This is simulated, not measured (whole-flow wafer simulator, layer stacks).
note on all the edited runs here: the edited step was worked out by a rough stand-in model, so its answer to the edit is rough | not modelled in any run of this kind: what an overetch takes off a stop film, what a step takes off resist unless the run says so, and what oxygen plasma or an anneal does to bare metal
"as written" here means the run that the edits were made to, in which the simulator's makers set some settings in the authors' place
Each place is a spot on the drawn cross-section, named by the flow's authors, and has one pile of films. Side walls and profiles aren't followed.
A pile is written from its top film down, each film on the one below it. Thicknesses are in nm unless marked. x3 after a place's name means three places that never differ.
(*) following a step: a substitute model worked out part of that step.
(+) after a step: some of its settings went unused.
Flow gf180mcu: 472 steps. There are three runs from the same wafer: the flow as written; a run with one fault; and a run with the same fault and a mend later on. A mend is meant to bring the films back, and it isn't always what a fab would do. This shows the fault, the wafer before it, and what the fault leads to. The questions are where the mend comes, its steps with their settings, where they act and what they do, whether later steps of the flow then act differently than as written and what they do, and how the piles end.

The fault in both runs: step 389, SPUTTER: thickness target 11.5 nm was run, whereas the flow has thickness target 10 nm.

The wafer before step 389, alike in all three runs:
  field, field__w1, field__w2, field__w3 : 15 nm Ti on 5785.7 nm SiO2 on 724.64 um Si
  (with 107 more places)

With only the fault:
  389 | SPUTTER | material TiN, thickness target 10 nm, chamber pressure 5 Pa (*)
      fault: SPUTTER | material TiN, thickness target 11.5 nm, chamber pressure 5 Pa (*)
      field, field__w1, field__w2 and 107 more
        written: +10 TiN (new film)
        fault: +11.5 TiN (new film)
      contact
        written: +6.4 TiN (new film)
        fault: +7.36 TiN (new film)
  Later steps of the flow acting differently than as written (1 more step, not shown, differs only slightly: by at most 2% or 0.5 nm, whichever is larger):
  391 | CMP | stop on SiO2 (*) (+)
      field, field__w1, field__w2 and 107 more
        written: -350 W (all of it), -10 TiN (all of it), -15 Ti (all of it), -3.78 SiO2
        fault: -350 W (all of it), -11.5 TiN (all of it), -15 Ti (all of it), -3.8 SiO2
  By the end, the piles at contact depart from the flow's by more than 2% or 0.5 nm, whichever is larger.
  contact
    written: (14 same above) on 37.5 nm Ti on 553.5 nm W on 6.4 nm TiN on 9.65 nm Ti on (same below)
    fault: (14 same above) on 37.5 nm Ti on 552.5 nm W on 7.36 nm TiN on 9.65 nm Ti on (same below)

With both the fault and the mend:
  After step 389 comes the mend.
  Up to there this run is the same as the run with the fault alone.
  389a | METAL ETCH | chemistry Cl2/BCl3, etches TiN, AlCu, Ti, depth target 1.5 nm, Cl2 flow 80 sccm, BCl3 flow 40 sccm, ICP power 800 W, bias power 140 W, pressure 8 mTorr (the flow's step 260, run once more with other settings)
      field, field__w1, field__w2 and 108 more
        -1.5 TiN
  None of the later steps of the flow differs from how it acts as written, at any place that is followed, by more than 2% or 0.5 nm, whichever is larger.
  By the end, the piles at contact depart from the flow's by more than 2% or 0.5 nm, whichever is larger.
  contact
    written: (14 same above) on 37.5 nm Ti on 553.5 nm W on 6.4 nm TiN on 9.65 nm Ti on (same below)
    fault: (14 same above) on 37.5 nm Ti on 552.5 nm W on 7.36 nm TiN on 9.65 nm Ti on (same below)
    mend: (14 same above) on 37.5 nm Ti on 554 nm W on 5.86 nm TiN on 9.65 nm Ti on (same below)
